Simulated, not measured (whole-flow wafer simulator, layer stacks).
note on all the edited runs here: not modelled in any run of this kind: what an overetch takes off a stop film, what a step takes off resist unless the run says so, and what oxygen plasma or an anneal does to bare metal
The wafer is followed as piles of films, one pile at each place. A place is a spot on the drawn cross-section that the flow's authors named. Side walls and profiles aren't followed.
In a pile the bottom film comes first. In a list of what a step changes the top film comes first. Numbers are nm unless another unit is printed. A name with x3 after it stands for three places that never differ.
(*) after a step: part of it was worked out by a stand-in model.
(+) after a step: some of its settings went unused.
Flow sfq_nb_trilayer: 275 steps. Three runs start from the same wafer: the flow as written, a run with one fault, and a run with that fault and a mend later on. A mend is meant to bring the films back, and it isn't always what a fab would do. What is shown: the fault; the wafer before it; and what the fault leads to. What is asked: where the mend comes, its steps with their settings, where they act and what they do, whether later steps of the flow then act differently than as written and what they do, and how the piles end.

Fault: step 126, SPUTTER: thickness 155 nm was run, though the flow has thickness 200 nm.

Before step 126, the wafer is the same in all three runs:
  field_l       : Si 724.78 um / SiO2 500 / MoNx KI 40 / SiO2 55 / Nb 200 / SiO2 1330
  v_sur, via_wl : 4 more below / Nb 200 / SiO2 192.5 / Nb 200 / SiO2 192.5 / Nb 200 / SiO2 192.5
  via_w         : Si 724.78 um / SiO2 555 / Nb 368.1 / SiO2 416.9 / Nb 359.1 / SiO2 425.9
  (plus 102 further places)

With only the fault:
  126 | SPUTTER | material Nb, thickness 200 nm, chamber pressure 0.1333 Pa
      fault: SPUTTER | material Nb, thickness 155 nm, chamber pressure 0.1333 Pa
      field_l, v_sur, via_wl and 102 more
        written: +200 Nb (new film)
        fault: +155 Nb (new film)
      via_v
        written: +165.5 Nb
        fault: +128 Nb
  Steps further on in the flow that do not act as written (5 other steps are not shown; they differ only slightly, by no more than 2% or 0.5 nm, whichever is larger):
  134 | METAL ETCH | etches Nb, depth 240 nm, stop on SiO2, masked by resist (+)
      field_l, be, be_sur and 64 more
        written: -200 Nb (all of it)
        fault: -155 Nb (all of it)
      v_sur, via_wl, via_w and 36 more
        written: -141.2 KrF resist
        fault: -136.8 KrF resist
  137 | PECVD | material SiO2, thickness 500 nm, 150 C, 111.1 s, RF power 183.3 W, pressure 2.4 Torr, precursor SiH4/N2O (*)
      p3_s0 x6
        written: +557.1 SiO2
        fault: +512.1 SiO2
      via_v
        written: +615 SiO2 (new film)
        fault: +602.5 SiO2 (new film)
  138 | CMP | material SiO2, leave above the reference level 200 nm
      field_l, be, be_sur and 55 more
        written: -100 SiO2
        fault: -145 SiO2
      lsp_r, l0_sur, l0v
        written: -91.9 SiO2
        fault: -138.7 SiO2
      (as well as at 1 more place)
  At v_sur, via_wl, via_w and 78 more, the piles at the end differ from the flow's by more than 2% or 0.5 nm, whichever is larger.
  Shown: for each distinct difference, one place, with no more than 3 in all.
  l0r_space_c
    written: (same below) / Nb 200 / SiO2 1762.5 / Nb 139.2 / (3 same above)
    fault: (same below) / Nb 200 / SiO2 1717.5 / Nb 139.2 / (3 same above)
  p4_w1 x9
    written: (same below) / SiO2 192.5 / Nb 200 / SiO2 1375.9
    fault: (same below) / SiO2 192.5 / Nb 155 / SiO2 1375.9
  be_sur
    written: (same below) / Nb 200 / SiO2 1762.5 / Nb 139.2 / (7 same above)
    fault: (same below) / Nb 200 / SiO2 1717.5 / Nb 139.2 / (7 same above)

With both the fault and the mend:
  The mend follows step 126.
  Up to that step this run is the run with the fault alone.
  126a | SPUTTER | material Nb, thickness 45 nm, chamber pressure 0.1333 Pa (the flow's step 126 again, with other settings)
      field_l, v_sur, via_wl and 102 more
        +45 Nb
      via_v
        +35.1 Nb
  Later steps of the flow that are run all act as written at every place that is followed, up to a difference of at most 2% or 0.5 nm, whichever is larger.
  The piles end only slightly different from the flow's at the places that both follow, by no more than 2% or 0.5 nm, whichever is larger.
